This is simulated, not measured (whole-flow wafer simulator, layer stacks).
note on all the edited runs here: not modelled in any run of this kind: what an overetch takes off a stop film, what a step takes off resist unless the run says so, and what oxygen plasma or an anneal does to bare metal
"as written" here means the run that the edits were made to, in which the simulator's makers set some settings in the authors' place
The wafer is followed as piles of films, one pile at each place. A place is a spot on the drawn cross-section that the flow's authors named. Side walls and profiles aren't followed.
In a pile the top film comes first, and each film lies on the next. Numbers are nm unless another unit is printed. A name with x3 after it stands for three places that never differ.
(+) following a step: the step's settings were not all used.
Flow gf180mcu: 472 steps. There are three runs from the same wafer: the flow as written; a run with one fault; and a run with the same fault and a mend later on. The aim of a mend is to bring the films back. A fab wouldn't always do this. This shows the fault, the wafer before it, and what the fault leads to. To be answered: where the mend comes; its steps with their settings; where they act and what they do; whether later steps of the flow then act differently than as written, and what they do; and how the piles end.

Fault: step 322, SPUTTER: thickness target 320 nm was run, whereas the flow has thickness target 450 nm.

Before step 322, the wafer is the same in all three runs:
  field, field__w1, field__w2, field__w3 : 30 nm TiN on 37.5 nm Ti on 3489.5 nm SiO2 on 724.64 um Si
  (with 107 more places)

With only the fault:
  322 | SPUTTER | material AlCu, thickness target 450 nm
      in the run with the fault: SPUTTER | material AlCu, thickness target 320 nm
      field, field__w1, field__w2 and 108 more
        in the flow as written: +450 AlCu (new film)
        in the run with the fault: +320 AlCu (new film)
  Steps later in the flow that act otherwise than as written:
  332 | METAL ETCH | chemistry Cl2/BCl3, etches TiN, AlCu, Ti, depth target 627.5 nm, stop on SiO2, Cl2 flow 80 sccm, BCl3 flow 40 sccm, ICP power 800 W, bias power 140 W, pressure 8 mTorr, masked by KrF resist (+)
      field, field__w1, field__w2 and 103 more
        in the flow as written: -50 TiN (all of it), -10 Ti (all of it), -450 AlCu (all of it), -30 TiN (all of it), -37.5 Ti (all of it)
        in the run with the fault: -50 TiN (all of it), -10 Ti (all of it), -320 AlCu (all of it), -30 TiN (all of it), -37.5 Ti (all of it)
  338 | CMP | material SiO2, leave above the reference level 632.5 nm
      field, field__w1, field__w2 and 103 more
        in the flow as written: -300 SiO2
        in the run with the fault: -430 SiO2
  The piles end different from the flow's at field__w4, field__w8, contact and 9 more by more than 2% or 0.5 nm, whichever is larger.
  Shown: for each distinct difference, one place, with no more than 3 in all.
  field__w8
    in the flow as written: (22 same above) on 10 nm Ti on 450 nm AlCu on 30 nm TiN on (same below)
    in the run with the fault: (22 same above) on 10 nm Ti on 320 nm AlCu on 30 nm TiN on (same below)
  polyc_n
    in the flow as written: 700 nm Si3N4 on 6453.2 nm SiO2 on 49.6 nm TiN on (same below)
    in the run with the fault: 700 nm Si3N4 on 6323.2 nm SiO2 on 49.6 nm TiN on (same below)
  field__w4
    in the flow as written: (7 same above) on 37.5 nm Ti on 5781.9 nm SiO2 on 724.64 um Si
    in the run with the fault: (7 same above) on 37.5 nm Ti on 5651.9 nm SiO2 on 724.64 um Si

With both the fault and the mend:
  The mend follows step 322.
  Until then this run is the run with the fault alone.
  322a | SPUTTER | material AlCu, thickness target 130 nm (the flow's step 322 again, with other settings)
      field, field__w1, field__w2 and 108 more
        +130 AlCu
  Later steps of the flow that are run all act as written at every place that is followed.
  The piles end the same as the flow's at every place that both follow.
